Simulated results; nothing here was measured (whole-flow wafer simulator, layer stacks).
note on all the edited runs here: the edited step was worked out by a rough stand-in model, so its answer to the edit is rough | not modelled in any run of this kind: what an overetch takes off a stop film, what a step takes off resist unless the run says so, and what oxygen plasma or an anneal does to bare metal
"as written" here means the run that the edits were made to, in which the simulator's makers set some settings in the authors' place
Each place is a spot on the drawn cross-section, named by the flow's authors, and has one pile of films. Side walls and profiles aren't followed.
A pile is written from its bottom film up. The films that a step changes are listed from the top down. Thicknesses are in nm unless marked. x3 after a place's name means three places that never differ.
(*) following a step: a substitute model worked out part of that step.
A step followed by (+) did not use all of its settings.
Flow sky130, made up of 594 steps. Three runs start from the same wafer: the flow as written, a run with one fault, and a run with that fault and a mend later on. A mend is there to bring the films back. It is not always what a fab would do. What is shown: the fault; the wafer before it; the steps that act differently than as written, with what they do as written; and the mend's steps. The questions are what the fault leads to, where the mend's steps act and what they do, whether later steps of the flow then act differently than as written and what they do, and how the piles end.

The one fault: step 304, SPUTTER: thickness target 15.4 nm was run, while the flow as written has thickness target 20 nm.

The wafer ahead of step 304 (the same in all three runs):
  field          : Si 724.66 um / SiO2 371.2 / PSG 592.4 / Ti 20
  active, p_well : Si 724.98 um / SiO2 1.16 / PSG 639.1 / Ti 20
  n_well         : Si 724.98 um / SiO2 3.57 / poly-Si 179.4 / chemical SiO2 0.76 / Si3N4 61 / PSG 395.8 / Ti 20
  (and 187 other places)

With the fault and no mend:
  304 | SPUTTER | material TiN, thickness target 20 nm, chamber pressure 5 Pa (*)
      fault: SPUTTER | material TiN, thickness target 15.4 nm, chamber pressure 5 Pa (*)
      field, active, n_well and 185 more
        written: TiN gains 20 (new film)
        fault: TiN gains 15.4 (new film)
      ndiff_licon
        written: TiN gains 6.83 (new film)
        fault: TiN gains 5.3 (new film)
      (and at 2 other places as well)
  Steps later in the flow that act otherwise than as written (16 more steps, not shown, differ only slightly: by at most 2% or 0.5 nm, whichever is larger):
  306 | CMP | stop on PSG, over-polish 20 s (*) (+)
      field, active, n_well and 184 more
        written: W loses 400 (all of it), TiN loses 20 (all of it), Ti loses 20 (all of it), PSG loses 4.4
        fault: W loses 400 (all of it), TiN loses 15.4 (all of it), Ti loses 20 (all of it), PSG loses 4.4
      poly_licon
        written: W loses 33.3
        fault: W loses 28.7
  By the end, the piles at poly_licon, ndiff_licon, ndiff_licon_cpp, rpo_hd_licon depart from the flow's by more than 2% or 0.5 nm, whichever is larger.
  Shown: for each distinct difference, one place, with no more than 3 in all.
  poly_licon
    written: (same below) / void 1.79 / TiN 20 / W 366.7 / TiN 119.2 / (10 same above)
    fault: (same below) / void 1.79 / TiN 15.4 / W 371.3 / TiN 119.2 / (10 same above)
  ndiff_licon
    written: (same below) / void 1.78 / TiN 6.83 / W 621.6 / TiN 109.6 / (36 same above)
    fault: (same below) / void 1.78 / TiN 5.3 / W 623.2 / TiN 109.6 / (36 same above)
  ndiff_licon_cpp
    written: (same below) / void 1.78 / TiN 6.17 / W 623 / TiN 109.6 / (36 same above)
    fault: (same below) / void 1.78 / TiN 4.78 / W 624.4 / TiN 109.6 / (36 same above)

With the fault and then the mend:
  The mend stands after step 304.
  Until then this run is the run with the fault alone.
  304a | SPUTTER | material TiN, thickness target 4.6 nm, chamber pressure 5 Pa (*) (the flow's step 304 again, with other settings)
      field, active, n_well and 185 more
        TiN gains 4.6
      ndiff_licon
        TiN gains 1.53
      ndiff_licon_cpp
        TiN gains 1.39
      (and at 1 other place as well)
  Every later step of the flow that is run acts as written, at every place that is followed, to within 2% or 0.5 nm, whichever is larger.
  When the end is reached, the piles differ only a little from the flow's at the places that both follow, at most by 2% or 0.5 nm, whichever is larger.
